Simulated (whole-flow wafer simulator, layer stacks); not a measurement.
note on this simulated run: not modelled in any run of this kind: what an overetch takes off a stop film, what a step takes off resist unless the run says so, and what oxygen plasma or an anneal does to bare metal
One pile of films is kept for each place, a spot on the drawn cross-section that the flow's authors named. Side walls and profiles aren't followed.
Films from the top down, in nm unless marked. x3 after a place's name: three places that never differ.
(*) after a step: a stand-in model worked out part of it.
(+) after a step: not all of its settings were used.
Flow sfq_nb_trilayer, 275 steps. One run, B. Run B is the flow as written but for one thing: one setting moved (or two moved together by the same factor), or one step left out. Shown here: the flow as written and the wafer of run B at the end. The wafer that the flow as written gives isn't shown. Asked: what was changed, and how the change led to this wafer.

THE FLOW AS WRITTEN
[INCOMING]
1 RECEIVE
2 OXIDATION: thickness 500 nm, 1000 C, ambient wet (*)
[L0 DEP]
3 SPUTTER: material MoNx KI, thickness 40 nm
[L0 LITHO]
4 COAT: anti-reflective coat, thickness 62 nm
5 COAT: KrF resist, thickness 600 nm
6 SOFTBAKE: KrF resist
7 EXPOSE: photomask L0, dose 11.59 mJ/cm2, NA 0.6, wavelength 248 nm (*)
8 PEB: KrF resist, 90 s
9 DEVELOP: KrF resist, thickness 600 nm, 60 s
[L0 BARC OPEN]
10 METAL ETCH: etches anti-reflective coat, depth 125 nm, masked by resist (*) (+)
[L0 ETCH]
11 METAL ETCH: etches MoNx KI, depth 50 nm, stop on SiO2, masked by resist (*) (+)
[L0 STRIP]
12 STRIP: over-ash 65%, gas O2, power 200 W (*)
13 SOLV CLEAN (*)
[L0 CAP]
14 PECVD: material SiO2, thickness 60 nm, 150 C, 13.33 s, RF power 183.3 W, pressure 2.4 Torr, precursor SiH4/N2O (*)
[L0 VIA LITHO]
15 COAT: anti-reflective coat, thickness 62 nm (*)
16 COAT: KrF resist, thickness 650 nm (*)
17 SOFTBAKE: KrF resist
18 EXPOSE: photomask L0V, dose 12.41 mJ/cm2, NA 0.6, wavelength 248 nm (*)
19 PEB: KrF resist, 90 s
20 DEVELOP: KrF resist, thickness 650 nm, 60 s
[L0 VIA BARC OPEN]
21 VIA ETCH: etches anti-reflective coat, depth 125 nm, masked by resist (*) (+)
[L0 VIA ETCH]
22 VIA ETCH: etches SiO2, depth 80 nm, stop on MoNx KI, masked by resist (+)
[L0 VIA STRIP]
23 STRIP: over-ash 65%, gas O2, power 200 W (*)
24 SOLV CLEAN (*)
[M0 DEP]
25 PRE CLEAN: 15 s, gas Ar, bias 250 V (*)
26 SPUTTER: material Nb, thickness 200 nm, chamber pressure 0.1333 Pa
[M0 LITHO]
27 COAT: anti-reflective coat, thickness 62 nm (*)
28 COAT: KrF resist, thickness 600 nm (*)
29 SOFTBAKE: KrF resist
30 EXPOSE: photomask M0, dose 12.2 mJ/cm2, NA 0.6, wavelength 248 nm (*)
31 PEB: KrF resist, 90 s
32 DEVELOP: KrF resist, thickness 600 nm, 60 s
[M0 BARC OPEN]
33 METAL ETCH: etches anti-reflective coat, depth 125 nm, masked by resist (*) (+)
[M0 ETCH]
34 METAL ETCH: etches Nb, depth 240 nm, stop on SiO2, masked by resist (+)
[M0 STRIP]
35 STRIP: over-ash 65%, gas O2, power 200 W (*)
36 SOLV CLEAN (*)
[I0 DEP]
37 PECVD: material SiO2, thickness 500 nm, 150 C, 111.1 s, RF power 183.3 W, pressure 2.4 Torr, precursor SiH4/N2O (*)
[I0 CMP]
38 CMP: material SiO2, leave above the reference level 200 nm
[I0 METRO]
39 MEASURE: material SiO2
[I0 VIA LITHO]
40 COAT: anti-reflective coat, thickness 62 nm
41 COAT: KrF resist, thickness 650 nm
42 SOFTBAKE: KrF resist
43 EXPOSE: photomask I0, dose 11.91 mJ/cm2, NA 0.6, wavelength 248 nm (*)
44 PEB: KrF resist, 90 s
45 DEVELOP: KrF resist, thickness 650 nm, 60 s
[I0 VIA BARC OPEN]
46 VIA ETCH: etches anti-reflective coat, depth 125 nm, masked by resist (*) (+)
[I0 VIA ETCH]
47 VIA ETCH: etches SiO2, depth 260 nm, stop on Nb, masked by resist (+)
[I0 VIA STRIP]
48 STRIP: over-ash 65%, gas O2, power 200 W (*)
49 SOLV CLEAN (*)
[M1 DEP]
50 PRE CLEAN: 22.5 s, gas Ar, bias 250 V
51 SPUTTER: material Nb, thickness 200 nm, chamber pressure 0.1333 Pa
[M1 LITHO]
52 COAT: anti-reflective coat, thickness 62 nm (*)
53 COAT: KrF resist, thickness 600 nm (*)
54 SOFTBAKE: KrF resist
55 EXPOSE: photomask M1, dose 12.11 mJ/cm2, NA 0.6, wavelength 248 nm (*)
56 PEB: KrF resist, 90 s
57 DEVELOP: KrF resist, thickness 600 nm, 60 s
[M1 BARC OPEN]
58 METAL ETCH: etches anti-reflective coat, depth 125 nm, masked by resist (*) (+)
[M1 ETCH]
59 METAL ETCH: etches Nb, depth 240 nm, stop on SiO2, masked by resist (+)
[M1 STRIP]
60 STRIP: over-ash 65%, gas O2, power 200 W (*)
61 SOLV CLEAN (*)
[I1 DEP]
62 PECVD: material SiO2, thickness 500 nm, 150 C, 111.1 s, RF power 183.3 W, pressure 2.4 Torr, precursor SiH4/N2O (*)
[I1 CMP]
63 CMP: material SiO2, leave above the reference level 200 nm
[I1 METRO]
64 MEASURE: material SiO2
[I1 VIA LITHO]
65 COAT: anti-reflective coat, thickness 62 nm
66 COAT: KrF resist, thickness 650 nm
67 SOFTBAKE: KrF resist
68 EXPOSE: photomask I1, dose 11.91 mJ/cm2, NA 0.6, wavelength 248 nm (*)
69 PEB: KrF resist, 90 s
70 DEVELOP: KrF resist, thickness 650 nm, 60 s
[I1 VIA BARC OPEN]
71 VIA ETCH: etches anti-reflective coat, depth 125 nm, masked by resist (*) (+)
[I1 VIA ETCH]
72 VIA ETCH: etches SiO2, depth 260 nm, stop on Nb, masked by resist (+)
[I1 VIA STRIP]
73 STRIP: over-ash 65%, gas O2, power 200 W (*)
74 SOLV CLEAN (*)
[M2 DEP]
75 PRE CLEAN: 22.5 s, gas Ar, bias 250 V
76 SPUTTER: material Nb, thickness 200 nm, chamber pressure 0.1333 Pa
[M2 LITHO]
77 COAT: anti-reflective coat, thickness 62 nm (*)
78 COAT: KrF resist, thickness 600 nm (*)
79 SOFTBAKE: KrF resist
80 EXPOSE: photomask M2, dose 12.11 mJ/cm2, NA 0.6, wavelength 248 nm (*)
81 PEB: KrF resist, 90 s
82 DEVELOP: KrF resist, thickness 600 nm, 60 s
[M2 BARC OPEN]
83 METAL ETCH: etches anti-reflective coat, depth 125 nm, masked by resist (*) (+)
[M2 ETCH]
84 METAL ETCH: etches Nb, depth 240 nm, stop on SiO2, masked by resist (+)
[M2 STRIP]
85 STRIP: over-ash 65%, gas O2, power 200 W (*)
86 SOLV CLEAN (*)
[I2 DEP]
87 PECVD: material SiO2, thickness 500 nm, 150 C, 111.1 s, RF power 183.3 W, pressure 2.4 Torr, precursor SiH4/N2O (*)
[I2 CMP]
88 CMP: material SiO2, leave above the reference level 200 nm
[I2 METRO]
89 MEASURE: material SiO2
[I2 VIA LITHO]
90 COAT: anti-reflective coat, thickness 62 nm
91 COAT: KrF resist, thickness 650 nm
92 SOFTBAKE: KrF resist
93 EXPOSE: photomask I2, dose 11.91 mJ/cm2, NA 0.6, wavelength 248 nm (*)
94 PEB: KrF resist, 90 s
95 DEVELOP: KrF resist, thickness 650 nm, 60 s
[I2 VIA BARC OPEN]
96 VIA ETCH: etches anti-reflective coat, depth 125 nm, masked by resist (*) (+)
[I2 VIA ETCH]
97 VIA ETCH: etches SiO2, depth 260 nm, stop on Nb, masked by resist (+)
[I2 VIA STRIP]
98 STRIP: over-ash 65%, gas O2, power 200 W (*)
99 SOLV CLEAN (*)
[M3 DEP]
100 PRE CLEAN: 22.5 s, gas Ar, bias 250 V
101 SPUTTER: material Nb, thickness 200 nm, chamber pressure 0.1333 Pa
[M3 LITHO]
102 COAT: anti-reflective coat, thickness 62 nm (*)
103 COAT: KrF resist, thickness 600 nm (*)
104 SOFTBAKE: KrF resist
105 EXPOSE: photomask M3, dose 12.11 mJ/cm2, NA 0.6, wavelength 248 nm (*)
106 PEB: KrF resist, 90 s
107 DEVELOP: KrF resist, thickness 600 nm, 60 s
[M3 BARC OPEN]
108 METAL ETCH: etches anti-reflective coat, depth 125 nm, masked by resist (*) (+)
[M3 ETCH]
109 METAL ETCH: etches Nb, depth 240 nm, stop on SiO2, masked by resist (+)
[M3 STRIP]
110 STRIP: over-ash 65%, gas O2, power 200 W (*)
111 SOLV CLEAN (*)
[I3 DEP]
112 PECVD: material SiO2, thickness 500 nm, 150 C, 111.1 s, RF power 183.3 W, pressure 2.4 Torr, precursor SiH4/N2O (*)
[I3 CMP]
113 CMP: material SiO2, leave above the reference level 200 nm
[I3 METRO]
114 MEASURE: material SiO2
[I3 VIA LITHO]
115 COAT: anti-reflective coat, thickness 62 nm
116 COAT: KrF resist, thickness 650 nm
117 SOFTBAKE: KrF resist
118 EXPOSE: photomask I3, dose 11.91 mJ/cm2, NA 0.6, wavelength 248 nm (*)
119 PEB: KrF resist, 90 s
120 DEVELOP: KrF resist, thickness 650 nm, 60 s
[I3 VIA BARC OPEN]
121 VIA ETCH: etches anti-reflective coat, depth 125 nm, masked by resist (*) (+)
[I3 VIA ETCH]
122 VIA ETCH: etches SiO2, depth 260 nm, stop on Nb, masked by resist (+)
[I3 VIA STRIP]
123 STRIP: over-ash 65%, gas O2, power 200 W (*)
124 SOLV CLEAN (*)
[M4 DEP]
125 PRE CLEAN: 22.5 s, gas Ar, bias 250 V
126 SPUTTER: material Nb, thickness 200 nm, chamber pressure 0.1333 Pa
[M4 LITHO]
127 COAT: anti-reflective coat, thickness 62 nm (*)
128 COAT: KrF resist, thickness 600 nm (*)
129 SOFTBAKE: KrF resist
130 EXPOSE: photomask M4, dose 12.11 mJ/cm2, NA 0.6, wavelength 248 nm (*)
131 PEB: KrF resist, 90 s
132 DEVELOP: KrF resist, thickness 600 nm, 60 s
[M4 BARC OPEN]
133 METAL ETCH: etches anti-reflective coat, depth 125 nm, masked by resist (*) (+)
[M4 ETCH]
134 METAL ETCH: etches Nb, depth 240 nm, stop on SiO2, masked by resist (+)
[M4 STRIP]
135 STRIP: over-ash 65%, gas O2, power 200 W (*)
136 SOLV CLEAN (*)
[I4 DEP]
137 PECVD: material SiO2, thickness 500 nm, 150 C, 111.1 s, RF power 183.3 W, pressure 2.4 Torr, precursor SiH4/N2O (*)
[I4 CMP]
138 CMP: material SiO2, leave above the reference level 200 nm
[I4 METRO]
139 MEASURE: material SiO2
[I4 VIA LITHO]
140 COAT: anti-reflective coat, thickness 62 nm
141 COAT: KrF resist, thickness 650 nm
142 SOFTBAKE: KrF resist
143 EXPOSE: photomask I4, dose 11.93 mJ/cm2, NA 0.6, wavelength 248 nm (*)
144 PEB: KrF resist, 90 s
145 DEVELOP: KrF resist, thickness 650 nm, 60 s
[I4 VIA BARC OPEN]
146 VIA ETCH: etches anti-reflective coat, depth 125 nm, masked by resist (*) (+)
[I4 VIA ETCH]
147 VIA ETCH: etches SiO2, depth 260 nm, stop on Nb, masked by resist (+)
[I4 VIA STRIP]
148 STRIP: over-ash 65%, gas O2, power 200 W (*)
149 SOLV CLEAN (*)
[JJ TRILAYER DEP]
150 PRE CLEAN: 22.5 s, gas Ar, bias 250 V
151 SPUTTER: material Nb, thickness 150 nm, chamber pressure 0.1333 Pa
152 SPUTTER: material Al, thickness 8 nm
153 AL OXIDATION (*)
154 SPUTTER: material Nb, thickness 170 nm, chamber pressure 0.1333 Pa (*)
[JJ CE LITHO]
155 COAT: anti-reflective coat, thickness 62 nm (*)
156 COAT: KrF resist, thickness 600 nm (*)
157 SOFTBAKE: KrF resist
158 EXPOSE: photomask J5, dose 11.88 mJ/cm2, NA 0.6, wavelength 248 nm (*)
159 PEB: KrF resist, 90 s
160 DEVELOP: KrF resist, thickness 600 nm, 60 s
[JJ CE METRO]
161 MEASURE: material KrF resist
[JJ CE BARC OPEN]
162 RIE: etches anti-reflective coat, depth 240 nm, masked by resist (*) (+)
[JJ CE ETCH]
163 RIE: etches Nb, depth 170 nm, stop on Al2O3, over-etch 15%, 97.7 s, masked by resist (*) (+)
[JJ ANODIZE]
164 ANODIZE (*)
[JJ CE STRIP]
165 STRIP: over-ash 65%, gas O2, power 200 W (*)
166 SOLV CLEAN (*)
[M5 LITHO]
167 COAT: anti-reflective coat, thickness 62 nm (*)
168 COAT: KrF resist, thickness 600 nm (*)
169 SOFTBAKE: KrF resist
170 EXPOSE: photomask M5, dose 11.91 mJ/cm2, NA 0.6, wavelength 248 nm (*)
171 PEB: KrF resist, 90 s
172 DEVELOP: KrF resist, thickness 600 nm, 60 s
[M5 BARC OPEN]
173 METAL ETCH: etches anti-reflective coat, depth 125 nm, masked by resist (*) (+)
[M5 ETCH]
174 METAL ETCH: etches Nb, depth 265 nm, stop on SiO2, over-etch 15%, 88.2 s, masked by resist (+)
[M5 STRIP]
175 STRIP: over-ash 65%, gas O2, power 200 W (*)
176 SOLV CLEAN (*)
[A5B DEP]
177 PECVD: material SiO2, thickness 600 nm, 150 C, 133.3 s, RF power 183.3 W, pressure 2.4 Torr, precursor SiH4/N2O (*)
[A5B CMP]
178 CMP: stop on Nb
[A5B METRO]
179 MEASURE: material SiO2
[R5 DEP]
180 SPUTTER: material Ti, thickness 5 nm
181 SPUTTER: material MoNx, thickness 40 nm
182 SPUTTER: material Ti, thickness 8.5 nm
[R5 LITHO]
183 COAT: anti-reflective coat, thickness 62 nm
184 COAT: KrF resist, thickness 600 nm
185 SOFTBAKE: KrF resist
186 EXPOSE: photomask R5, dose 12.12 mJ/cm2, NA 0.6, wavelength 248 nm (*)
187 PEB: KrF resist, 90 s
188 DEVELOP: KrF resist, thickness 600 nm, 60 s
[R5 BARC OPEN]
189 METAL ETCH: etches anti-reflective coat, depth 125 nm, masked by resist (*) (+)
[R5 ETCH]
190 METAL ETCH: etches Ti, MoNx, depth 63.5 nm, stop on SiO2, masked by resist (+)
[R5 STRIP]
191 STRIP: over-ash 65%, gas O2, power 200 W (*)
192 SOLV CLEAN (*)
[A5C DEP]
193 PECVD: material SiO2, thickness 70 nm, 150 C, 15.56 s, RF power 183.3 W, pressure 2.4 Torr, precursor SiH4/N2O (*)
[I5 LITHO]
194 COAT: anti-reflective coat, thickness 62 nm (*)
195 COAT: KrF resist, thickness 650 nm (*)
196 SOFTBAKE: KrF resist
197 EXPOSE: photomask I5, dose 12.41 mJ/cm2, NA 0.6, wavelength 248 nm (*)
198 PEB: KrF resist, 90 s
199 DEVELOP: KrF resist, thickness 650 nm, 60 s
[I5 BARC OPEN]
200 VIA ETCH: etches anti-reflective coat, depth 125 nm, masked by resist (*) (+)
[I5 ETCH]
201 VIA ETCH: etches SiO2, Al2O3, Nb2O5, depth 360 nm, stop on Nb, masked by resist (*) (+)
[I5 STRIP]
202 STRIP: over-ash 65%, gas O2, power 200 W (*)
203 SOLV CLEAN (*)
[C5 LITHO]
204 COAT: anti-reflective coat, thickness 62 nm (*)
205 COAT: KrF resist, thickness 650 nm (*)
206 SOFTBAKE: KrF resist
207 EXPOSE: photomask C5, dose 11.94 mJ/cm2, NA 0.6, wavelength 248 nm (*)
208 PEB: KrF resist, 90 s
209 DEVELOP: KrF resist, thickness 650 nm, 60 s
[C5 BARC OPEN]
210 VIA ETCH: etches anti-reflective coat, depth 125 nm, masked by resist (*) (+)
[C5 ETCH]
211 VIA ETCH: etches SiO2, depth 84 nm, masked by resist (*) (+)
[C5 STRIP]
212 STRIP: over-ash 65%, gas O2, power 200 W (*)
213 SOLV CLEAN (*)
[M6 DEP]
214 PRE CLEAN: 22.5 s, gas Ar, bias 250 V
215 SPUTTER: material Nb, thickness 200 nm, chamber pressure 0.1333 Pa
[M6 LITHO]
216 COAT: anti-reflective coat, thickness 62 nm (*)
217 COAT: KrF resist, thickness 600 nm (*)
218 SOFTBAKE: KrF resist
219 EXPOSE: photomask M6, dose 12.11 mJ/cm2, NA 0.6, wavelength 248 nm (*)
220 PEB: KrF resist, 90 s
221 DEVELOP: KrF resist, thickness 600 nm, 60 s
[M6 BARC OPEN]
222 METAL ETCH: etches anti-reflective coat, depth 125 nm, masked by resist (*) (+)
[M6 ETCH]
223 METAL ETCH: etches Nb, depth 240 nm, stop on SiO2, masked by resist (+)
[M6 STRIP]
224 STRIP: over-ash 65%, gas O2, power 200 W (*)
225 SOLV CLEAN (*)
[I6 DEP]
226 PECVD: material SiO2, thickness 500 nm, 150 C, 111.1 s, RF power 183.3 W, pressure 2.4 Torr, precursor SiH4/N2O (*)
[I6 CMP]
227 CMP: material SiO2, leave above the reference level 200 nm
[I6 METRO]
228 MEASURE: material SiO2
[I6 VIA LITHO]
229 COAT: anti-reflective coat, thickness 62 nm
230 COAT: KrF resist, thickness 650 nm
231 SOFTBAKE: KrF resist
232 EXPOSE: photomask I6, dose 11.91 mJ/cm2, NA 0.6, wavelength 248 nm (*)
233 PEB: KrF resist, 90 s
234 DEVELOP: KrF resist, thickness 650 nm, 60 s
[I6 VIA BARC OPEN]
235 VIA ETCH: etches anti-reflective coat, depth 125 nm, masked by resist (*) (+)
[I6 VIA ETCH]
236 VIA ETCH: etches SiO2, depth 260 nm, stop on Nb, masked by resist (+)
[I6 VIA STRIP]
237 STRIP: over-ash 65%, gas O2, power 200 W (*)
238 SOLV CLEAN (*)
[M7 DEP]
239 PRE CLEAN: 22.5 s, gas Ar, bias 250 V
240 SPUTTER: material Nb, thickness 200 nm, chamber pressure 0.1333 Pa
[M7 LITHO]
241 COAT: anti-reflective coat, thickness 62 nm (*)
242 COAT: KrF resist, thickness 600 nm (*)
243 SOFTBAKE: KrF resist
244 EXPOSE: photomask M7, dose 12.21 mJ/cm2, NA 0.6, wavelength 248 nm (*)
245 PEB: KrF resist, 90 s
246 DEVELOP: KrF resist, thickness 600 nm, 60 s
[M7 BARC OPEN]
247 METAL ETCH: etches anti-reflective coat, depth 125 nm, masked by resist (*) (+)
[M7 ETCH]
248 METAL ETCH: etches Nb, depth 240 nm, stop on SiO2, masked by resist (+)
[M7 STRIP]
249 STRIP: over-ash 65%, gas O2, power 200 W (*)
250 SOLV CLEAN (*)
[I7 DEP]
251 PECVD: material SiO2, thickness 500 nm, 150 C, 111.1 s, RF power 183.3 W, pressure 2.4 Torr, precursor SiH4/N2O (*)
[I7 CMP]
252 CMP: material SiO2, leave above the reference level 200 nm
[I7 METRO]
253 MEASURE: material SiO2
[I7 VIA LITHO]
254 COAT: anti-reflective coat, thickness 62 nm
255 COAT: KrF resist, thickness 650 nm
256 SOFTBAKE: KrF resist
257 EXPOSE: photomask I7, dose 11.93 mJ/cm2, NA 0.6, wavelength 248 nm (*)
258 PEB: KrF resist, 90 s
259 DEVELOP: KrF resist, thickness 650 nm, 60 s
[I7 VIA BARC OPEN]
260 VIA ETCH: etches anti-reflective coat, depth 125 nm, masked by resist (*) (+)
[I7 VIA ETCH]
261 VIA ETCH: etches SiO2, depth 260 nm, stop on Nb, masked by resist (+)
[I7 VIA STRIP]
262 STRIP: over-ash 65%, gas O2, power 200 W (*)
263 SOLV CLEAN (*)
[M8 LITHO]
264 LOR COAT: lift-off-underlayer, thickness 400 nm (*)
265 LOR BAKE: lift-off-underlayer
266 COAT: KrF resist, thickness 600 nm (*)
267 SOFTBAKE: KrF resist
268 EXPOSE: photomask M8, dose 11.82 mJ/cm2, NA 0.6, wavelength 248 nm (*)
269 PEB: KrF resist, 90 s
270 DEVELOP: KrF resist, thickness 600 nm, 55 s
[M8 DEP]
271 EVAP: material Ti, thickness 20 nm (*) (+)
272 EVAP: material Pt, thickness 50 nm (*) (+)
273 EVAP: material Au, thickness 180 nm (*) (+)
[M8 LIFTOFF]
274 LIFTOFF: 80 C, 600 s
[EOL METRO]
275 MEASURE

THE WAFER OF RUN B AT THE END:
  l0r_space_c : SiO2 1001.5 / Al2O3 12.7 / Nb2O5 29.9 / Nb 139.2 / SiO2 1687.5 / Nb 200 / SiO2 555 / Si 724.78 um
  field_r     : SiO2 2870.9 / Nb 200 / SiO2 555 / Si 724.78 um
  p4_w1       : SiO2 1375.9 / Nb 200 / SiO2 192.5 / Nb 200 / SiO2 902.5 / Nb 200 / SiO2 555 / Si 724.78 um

The cause: step 88, CMP: leave above the reference level 125 nm was run, where the flow has leave above the reference level 200 nm.

How the change led to this, step by step:
  88 CMP: material SiO2, leave above the reference level 200 nm
      field_l, be, be_sur and 81 more: SiO2 -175 (as written it would be: SiO2 -100)
      v_sur, via_wl, via_w and 18 more: SiO2 -375 (as written it would be: SiO2 -300)
      (and at 1 more place)
  97 VIA ETCH: etches SiO2, depth 260 nm, stop on Nb, masked by resist (+)
      field_l, v_sur, via_wl and 102 more: KrF resist -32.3 (as written it would be: KrF resist -44.8)
      via_w: SiO2 -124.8 (all of it) (as written it would be: SiO2 -199.8 (all of it))
  98 STRIP: over-ash 65%, gas O2, power 200 W (*)
      field_l, v_sur, via_wl and 102 more: KrF resist -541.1 (all of it), anti-reflective coat -62 (all of it) (as written it would be: KrF resist -528.6 (all of it), anti-reflective coat -62 (all of it))
  101 SPUTTER: material Nb, thickness 200 nm, chamber pressure 0.1333 Pa
      via_w: Nb +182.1 (as written it would be: Nb +165.5)
  102 COAT: anti-reflective coat, thickness 62 nm (*)
      via_wl, via_wr: anti-reflective coat +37 (new film) (as written it would be: anti-reflective coat +34.2 (new film))
      via_w: anti-reflective coat +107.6 (new film) (as written it would be: anti-reflective coat +124.8 (new film))
  103 COAT: KrF resist, thickness 600 nm (*)
      via_w: KrF resist +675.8 (new film) (as written it would be: KrF resist +737.9 (new film))
  110 STRIP: over-ash 65%, gas O2, power 200 W (*)
      via_wl: KrF resist -390.9 (all of it), anti-reflective coat -37 (all of it) (as written it would be: KrF resist -384.2 (all of it), anti-reflective coat -34.2 (all of it))
      via_w: KrF resist -458 (all of it), anti-reflective coat -107.6 (all of it) (as written it would be: KrF resist -520 (all of it), anti-reflective coat -124.8 (all of it))
      (and at 1 more place)
  112 PECVD: material SiO2, thickness 500 nm, 150 C, 111.1 s, RF power 183.3 W, pressure 2.4 Torr, precursor SiH4/N2O (*)
      via_w: SiO2 +500 (new film) (as written it would be: SiO2 +615 (new film))
  113 CMP: material SiO2, leave above the reference level 200 nm
      via_w: SiO2 -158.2 (as written it would be: SiO2 -181.6)
